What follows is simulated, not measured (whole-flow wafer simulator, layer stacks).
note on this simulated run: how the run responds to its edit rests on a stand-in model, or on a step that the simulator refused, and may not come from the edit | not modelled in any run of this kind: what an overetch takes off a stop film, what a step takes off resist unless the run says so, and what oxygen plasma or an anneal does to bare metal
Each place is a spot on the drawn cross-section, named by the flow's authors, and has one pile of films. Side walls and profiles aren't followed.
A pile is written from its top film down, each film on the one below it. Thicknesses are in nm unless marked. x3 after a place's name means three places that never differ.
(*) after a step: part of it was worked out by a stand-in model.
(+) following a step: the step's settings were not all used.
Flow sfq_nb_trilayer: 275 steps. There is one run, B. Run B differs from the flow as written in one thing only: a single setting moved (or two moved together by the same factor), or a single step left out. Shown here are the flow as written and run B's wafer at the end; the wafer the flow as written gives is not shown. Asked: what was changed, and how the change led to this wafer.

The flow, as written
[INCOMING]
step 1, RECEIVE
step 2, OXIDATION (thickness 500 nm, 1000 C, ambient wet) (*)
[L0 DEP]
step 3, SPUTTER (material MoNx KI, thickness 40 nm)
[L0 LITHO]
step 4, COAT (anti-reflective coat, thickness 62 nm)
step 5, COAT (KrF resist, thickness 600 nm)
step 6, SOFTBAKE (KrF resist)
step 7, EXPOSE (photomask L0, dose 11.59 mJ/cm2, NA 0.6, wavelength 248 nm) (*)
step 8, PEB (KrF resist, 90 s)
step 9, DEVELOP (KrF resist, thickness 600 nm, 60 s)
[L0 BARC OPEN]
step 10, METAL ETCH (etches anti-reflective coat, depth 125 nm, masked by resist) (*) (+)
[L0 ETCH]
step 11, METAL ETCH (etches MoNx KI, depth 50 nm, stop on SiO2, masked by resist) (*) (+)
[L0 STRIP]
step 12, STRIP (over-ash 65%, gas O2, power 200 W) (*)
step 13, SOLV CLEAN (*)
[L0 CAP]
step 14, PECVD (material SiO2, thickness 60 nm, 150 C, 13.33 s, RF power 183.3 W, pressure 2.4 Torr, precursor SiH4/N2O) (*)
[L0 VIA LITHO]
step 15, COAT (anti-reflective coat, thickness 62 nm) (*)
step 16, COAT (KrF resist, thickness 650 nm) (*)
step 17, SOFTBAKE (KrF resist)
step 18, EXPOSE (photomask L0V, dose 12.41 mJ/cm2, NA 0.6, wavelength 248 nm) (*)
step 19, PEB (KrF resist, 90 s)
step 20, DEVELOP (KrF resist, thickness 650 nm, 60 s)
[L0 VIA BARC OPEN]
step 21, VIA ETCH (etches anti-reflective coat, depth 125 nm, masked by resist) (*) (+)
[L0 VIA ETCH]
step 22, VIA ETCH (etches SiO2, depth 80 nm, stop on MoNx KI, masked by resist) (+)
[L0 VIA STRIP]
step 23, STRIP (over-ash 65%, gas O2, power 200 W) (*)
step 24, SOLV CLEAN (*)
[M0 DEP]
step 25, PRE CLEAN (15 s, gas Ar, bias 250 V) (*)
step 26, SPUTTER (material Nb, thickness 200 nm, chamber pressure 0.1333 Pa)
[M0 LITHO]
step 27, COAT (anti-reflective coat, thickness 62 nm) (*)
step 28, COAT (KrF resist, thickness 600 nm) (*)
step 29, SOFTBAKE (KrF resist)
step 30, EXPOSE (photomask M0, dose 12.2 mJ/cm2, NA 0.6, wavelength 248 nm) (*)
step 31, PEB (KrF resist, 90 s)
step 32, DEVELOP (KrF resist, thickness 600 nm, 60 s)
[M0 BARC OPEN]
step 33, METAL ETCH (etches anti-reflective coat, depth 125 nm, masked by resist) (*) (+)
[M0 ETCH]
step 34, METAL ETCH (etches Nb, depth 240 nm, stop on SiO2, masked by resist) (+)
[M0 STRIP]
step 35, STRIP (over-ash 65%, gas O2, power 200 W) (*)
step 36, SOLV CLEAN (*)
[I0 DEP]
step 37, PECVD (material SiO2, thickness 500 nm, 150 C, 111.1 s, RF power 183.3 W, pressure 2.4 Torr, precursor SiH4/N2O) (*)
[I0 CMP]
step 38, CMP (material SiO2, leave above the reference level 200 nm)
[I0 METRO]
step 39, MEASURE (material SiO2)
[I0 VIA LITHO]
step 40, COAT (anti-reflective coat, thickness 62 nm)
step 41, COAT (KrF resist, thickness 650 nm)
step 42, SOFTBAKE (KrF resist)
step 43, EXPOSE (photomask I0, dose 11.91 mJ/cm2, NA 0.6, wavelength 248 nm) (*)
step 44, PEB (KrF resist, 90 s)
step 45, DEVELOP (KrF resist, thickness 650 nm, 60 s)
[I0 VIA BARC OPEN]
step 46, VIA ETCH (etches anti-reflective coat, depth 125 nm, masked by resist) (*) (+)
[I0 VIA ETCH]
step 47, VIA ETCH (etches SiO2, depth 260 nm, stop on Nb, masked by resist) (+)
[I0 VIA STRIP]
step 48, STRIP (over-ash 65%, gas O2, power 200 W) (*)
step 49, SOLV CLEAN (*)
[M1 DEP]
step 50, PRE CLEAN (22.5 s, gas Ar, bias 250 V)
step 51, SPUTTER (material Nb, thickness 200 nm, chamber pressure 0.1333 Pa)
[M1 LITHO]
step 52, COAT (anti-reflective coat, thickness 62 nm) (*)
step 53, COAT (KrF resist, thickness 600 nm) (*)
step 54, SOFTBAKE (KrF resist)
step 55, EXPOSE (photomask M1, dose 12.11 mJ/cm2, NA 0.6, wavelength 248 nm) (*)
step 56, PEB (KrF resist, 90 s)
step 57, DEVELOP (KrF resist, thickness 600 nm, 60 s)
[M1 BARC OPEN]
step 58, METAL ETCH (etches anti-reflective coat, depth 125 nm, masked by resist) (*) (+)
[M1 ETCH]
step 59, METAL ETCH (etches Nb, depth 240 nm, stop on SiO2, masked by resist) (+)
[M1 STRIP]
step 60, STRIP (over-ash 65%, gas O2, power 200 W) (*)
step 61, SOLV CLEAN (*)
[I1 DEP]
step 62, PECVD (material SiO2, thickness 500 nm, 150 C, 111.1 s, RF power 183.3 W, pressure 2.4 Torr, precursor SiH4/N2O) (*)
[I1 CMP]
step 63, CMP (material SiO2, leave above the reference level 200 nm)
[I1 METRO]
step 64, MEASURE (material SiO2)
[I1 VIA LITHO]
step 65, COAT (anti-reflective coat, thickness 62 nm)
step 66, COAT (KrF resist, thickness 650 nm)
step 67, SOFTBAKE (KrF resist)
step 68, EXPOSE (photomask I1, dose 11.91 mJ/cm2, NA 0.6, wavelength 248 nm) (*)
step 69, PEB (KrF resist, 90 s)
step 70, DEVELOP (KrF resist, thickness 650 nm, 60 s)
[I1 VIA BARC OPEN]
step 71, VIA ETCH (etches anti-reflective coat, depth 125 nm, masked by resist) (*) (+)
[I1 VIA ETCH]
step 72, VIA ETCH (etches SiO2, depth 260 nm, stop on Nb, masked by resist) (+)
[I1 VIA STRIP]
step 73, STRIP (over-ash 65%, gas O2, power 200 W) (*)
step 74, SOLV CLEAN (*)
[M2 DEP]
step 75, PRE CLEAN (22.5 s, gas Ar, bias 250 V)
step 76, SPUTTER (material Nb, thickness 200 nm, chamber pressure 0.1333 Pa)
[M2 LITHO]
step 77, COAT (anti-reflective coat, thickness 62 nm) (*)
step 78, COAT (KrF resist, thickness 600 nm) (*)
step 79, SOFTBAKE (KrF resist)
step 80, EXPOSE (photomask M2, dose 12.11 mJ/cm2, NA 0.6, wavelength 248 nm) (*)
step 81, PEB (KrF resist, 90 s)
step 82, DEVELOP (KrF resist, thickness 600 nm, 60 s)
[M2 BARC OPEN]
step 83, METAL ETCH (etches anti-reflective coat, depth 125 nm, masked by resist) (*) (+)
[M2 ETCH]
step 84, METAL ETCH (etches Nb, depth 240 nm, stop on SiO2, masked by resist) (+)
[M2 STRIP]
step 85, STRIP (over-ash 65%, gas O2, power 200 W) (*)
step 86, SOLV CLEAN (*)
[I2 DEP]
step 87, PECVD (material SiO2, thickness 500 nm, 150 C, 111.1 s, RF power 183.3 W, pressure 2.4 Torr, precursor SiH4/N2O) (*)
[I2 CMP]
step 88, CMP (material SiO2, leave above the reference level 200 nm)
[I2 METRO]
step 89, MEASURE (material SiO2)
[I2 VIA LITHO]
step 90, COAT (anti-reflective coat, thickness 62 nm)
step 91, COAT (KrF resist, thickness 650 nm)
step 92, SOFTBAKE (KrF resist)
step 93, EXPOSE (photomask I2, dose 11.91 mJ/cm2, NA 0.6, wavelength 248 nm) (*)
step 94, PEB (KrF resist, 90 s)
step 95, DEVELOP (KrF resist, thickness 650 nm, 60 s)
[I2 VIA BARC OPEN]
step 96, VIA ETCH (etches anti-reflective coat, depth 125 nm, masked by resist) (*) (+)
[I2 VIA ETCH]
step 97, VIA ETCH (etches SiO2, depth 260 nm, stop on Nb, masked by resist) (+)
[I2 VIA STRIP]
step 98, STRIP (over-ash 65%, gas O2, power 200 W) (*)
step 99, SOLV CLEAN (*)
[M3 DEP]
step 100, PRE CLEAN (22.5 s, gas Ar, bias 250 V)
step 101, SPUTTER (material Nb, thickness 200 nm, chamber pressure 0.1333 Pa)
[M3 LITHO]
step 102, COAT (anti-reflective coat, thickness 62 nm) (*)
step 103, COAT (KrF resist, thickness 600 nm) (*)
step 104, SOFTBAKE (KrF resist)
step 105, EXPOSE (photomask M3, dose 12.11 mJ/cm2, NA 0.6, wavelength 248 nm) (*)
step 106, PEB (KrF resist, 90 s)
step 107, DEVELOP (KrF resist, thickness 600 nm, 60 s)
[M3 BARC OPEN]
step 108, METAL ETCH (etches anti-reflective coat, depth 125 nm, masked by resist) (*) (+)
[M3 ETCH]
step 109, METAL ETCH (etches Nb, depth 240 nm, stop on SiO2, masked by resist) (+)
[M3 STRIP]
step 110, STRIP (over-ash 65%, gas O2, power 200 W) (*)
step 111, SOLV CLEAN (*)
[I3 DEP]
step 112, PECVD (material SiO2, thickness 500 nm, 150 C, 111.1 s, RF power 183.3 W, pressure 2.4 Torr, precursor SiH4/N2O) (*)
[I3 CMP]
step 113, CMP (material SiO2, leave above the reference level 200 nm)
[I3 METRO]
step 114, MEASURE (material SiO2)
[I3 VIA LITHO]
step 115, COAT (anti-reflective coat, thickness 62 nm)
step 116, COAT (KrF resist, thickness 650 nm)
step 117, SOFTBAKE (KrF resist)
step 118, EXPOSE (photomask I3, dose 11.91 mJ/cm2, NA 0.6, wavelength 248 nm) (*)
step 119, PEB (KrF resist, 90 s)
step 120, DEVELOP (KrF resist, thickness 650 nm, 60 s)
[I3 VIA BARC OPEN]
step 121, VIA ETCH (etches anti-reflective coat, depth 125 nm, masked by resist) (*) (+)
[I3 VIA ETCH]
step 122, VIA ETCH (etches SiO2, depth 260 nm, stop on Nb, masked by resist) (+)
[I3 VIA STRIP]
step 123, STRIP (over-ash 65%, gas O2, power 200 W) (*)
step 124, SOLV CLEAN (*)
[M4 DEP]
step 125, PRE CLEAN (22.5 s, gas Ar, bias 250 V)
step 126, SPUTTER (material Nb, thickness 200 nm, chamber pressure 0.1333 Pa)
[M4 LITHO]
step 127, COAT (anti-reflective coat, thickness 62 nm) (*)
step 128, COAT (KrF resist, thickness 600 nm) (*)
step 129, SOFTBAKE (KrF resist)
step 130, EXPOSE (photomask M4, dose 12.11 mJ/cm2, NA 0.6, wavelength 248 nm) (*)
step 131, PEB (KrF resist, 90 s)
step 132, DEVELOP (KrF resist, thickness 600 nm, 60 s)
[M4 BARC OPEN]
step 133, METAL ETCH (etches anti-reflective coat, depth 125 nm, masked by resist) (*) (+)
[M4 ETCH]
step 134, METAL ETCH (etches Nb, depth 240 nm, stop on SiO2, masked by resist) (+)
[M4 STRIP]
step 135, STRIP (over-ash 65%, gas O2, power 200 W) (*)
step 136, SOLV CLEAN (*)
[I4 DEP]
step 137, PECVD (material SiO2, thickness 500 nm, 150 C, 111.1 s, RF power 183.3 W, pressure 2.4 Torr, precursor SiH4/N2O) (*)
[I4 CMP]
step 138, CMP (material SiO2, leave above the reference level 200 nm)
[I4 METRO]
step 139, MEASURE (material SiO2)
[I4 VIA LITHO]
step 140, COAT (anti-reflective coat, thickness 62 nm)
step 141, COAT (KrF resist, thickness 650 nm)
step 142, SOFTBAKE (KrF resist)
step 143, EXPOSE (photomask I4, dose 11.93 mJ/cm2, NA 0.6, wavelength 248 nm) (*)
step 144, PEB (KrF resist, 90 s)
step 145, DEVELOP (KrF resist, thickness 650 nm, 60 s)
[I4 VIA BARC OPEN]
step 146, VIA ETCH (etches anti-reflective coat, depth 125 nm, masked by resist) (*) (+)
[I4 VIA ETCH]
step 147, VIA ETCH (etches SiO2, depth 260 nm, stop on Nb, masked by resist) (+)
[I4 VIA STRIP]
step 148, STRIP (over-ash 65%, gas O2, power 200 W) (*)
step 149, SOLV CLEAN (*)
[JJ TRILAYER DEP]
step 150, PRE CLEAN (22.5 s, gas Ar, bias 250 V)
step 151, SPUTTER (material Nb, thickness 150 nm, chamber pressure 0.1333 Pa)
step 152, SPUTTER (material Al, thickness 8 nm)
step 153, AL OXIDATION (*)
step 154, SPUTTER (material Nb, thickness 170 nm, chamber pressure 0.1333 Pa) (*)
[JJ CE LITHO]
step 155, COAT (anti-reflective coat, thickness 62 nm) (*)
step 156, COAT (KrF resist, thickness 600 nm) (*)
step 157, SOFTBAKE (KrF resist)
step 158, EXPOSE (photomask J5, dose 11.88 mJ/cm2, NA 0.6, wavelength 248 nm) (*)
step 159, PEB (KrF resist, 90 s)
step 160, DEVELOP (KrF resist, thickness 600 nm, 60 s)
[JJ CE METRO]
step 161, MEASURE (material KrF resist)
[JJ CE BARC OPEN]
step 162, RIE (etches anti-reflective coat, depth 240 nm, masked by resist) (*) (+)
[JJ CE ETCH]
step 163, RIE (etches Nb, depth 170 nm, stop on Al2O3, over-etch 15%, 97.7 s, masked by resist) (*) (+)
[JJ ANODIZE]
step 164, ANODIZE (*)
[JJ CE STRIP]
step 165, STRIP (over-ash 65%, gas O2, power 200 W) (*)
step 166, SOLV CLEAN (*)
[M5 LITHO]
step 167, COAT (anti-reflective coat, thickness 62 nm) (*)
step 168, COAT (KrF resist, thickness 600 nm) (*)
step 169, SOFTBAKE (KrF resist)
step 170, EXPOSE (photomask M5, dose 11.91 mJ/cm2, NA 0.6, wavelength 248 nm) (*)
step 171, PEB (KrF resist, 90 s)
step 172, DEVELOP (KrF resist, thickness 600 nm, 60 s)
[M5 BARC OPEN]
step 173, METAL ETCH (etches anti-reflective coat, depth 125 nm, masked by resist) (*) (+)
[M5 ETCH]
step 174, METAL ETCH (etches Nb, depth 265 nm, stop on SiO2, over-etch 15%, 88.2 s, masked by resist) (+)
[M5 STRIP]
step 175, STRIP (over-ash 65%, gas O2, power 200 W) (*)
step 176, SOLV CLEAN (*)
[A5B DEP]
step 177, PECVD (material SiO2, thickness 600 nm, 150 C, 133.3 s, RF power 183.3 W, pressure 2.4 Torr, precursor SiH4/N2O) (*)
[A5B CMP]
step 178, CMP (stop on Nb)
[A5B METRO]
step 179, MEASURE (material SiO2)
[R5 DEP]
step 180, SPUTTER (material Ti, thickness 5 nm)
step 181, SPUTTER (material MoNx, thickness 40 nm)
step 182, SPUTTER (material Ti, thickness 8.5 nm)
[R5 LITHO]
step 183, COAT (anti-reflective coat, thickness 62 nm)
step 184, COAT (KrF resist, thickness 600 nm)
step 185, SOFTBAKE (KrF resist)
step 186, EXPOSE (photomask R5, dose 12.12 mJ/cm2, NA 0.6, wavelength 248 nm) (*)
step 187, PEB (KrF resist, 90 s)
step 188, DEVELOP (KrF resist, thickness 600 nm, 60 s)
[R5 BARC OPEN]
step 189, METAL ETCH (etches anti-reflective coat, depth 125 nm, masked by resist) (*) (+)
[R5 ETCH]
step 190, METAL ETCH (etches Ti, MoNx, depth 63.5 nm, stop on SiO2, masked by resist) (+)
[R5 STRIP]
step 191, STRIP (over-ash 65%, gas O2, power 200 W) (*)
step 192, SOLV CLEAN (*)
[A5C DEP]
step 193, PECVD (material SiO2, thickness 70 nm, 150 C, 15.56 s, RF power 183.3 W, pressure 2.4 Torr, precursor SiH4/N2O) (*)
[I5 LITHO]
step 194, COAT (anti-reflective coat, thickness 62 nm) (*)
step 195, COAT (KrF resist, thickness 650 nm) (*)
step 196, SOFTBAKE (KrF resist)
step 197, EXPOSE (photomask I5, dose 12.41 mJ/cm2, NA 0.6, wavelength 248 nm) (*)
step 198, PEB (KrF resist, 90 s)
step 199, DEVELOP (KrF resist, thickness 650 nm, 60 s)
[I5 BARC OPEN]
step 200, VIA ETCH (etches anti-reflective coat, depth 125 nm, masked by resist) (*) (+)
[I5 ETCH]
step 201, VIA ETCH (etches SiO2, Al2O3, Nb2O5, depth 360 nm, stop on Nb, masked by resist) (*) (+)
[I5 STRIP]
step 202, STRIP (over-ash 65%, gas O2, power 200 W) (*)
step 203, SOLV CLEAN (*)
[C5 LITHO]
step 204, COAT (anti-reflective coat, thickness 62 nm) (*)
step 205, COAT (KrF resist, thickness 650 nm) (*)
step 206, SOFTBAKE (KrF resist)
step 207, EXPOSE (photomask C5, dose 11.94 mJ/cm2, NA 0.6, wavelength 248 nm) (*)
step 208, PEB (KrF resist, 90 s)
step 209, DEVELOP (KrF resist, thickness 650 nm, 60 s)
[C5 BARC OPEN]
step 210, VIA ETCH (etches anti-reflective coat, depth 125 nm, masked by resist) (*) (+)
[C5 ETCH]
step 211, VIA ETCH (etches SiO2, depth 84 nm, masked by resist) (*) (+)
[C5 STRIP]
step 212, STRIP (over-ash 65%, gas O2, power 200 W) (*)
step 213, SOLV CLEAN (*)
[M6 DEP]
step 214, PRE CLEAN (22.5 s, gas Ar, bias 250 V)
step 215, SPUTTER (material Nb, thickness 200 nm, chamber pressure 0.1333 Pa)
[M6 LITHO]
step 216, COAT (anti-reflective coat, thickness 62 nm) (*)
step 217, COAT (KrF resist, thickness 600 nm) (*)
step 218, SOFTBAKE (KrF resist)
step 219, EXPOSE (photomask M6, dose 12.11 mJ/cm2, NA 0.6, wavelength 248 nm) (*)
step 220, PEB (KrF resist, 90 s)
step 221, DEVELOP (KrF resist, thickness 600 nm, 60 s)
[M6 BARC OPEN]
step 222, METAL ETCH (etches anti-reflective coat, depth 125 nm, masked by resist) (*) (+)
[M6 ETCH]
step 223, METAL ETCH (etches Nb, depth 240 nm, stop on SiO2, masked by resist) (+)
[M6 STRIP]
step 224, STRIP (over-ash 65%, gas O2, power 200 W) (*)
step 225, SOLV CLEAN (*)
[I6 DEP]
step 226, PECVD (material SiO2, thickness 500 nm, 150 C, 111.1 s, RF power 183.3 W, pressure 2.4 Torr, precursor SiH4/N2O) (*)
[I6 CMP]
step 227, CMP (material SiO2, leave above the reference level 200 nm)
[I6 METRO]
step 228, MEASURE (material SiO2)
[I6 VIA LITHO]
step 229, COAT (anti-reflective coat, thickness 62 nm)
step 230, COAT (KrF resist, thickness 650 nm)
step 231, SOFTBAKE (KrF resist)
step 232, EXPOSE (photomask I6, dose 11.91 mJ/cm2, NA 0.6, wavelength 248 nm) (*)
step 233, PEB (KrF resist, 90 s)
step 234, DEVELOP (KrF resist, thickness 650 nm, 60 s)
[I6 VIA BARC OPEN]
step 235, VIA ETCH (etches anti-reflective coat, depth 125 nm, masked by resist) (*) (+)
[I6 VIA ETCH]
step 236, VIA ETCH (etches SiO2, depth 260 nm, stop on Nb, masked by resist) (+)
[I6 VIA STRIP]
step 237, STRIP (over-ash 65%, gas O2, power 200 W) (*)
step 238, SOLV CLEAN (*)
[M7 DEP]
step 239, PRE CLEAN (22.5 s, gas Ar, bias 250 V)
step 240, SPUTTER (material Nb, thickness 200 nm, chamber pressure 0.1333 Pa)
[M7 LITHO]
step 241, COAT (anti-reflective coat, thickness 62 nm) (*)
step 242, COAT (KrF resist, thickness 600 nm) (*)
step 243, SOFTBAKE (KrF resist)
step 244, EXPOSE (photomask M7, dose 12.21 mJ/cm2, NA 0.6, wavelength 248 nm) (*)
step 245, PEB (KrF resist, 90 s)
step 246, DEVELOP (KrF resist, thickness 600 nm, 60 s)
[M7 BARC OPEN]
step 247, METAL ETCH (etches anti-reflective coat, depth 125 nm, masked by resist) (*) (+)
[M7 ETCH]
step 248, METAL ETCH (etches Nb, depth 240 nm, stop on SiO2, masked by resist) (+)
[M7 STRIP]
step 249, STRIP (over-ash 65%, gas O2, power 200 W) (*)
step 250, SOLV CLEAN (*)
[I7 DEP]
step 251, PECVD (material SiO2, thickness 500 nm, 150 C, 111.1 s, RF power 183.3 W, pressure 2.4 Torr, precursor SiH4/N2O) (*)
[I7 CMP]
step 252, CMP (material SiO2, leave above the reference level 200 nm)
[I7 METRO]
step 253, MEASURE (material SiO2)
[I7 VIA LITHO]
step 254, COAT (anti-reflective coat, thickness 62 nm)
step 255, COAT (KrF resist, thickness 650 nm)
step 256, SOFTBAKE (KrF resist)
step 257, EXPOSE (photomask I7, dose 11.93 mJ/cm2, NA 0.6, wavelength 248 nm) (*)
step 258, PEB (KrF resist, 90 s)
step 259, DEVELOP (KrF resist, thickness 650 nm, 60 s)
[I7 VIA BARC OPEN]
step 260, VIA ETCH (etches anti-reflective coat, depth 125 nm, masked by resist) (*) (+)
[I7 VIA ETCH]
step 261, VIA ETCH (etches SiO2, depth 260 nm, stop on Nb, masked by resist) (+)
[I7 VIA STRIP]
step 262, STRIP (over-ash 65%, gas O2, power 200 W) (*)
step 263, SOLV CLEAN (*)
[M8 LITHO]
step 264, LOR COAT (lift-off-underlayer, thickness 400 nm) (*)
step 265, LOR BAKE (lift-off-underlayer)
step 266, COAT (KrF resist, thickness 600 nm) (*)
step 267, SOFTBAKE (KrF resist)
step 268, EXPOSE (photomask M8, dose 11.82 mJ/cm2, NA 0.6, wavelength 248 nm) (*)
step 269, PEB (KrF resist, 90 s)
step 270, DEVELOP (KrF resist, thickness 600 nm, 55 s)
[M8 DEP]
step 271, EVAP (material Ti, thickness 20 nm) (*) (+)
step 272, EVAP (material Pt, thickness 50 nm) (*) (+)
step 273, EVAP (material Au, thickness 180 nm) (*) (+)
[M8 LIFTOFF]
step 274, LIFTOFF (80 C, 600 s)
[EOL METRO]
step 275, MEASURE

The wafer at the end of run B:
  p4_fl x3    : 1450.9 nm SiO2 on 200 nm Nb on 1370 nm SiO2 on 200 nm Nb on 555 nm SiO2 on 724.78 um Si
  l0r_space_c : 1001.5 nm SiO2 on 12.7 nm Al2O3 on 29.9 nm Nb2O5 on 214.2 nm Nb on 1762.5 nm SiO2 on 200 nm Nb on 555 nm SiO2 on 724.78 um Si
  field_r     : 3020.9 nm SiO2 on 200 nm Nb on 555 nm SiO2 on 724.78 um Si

Cause: step 151, SPUTTER: thickness 225 nm was run, whereas the flow has thickness 150 nm.

The path from the change to this, step by step:
  step 151, SPUTTER (material Nb, thickness 150 nm, chamber pressure 0.1333 Pa)
      field_l, v_sur, via_sp and 100 more: Nb gains 225 (new film) (in the flow as written it would be: Nb gains 150 (new film))
      via_wl, via_w, via_wr: Nb gains 196.5 (in the flow as written it would be: Nb gains 130.4)
  step 152, SPUTTER (material Al, thickness 8 nm)
      via_wl, via_wr: Al gains 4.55 (new film) (in the flow as written it would be: Al gains 5.14 (new film))
  step 154, SPUTTER (material Nb, thickness 170 nm, chamber pressure 0.1333 Pa) (*)
      via_wl, via_wr: Nb gains 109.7 (new film) (in the flow as written it would be: Nb gains 140.7 (new film))
      via_w: Nb gains 155.2 (new film) (in the flow as written it would be: Nb gains 141 (new film))
  step 155, COAT (anti-reflective coat, thickness 62 nm) (*)
      via_wl, via_wr: anti-reflective coat gains 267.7 (new film) (in the flow as written it would be: anti-reflective coat gains 209.4 (new film))
      via_w: anti-reflective coat gains 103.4 (new film) (in the flow as written it would be: anti-reflective coat gains 97.4 (new film))
  step 156, COAT (KrF resist, thickness 600 nm) (*)
      via_wl: KrF resist gains 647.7 (new film) (in the flow as written it would be: KrF resist gains 663 (new film))
      via_wr: KrF resist gains 647.9 (new film) (in the flow as written it would be: KrF resist gains 663.2 (new film))
  step 160, DEVELOP (KrF resist, thickness 600 nm, 60 s)
      via_wl: KrF resist loses 646.3 (all of it) (in the flow as written it would be: KrF resist loses 661.6 (all of it))
      via_wr: KrF resist loses 646.5 (all of it) (in the flow as written it would be: KrF resist loses 661.8 (all of it))
  step 162, RIE (etches anti-reflective coat, depth 240 nm, masked by resist) (*) (+)
      via_wl, via_wr: anti-reflective coat loses 240 (in the flow as written it would be: anti-reflective coat loses 209.4 (all of it))
      ce_l, c5j, ce_r, wl_jj: KrF resist loses 240 (in the flow as written it would be: KrF resist loses 209.4)
      (also at 1 further place)
  step 163, RIE (etches Nb, depth 170 nm, stop on Al2O3, over-etch 15%, 97.7 s, masked by resist) (*) (+)
      via_wl, via_wr: anti-reflective coat loses 27.7 (all of it), Nb loses 109.7 (all of it) (in the flow as written it would be: Nb loses 140.7 (all of it), Al2O3 loses 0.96 (all of it))
      via_w: Nb loses 155.2 (all of it), Al2O3 loses 0.96 (all of it) (in the flow as written it would be: Nb loses 141 (all of it), Al2O3 loses 0.96 (all of it))
  step 164, ANODIZE (*)
      via_wl, via_wr: Al2O3 gains 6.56, Nb2O5 gains 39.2 (new film), Al loses 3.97 (all of it), Nb loses 14.1 (in the flow as written it would be: Al2O3 gains 7.52 (new film), Nb2O5 gains 39.2 (new film), Al loses 4.56 (all of it), Nb loses 14.1)
      via_w: Al2O3 gains 10.3 (new film), Nb2O5 gains 34.2 (new film), Al loses 6.26 (all of it), Nb loses 12.3 (in the flow as written it would be: Al2O3 gains 10.8 (new film), Nb2O5 gains 33.3 (new film), Al loses 6.54 (all of it), Nb loses 12)
  step 165, STRIP (over-ash 65%, gas O2, power 200 W) (*)
      ce_l: KrF resist loses 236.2 (all of it), anti-reflective coat loses 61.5 (all of it) (in the flow as written it would be: KrF resist loses 266.8 (all of it), anti-reflective coat loses 61.4 (all of it))
      c5j: KrF resist loses 236.3 (all of it), anti-reflective coat loses 61.5 (all of it) (in the flow as written it would be: KrF resist loses 266.9 (all of it), anti-reflective coat loses 61.5 (all of it))
      (also at 2 further places)
  step 167, COAT (anti-reflective coat, thickness 62 nm) (*)
      v_sur: anti-reflective coat gains 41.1 (new film) (in the flow as written it would be: anti-reflective coat gains 44.9 (new film))
      via_wl: anti-reflective coat gains 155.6 (new film) (in the flow as written it would be: anti-reflective coat gains 170.5 (new film))
      (also at 3 further places)
  step 168, COAT (KrF resist, thickness 600 nm) (*)
      via_wl: KrF resist gains 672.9 (new film) (in the flow as written it would be: KrF resist gains 656 (new film))
      via_wr: KrF resist gains 673.8 (new film) (in the flow as written it would be: KrF resist gains 656.6 (new film))
  step 174, METAL ETCH (etches Nb, depth 265 nm, stop on SiO2, over-etch 15%, 88.2 s, masked by resist) (+)
      r_sur, res, r_end and 48 more: Al2O3 loses 12.6 (all of it), Nb2O5 loses 29.9 (all of it), Nb loses 214.2 (all of it), SiO2 loses 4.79 (in the flow as written it would be: Al2O3 loses 12.6 (all of it), Nb2O5 loses 29.9 (all of it), Nb loses 139.2 (all of it), SiO2 loses 12.3)
      field_l, wl_a_sl: Al2O3 loses 12.6 (all of it), Nb2O5 loses 29.9 (all of it), Nb loses 214.2 (all of it), SiO2 loses 4.8 (in the flow as written it would be: Al2O3 loses 12.6 (all of it), Nb2O5 loses 29.9 (all of it), Nb loses 139.2 (all of it), SiO2 loses 12.3)
  step 175, STRIP (over-ash 65%, gas O2, power 200 W) (*)
      v_sur: KrF resist loses 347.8 (all of it), anti-reflective coat loses 41.1 (all of it) (in the flow as written it would be: KrF resist loses 349.2 (all of it), anti-reflective coat loses 44.9 (all of it))
      via_wl: KrF resist loses 443.9 (all of it), anti-reflective coat loses 155.6 (all of it) (in the flow as written it would be: KrF resist loses 427 (all of it), anti-reflective coat loses 170.5 (all of it))
      (also at 3 further places)
  step 178, CMP (stop on Nb)
      field_l, p4_fl x3, p4_w1 x9 and 29 more: SiO2 loses 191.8 (in the flow as written it would be: SiO2 loses 259.3)
      r_sur, res, r_end, moat, field_r, lsp_l: SiO2 loses 182.3 (in the flow as written it would be: SiO2 loses 252.3)
      (also at 8 further places)
